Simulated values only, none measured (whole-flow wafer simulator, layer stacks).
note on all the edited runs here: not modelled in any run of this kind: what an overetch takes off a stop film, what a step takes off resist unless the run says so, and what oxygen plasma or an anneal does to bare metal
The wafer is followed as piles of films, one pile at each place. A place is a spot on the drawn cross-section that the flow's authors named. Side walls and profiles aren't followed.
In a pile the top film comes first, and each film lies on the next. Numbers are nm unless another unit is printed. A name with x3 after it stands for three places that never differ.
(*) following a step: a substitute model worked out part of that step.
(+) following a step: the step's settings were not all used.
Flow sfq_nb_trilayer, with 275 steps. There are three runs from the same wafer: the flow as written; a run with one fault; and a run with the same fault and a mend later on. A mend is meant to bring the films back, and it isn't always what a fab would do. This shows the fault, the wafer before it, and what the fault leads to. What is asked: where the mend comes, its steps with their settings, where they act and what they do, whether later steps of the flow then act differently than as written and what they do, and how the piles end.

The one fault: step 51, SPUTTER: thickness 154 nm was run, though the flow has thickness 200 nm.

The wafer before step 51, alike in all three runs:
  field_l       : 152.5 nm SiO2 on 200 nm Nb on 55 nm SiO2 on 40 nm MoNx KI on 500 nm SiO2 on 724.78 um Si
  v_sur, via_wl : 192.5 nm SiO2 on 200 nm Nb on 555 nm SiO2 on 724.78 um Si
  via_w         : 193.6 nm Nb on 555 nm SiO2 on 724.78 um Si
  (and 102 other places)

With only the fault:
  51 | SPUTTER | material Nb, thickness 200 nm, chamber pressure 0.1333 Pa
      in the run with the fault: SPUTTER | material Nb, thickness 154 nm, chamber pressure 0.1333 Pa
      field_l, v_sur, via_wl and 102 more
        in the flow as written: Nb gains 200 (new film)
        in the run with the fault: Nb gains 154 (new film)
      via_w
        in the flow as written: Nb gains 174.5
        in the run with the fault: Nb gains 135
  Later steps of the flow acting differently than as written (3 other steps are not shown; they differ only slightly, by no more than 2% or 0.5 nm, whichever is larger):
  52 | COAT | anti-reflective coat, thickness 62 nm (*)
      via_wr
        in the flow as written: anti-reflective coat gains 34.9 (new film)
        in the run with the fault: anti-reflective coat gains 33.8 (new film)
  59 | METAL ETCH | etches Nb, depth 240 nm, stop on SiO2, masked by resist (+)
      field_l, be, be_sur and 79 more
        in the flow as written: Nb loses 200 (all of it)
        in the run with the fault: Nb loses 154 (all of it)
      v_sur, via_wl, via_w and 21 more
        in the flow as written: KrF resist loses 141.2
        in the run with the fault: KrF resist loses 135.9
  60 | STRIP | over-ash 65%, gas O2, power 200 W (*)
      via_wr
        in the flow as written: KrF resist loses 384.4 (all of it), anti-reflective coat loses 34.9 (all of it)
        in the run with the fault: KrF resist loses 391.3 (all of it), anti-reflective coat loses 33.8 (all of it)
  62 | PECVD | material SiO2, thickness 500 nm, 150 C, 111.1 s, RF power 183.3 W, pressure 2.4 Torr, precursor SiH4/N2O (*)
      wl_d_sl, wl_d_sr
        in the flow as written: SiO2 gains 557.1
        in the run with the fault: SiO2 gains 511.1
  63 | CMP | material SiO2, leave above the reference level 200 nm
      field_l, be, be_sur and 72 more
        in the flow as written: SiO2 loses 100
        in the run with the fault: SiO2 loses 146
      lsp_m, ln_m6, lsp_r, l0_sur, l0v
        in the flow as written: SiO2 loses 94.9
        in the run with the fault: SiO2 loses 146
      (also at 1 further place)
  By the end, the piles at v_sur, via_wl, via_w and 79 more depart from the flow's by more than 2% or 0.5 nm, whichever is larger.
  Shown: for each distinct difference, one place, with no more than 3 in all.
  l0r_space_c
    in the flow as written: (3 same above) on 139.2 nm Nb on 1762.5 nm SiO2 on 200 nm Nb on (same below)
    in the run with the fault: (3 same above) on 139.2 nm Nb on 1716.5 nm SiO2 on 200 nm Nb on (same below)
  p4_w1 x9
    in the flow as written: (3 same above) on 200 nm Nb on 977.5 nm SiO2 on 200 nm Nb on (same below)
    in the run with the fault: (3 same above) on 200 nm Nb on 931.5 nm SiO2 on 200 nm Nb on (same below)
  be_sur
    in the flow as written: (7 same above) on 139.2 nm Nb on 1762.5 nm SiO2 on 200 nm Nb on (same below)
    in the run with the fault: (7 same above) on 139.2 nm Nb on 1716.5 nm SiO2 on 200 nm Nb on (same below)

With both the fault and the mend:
  The mend stands after step 51.
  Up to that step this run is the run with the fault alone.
  51a | SPUTTER | material Nb, thickness 46 nm, chamber pressure 0.1333 Pa (the flow's step 51, run once more with other settings)
      field_l, v_sur, via_wl and 102 more
        Nb gains 46
      via_w
        Nb gains 36.2
  Every later step of the flow that is run acts as written, at every place that is followed, to within 2% or 0.5 nm, whichever is larger.
  At the end the piles are close to the flow's at the places that both follow, differing by at most 2% or 0.5 nm, whichever is larger.
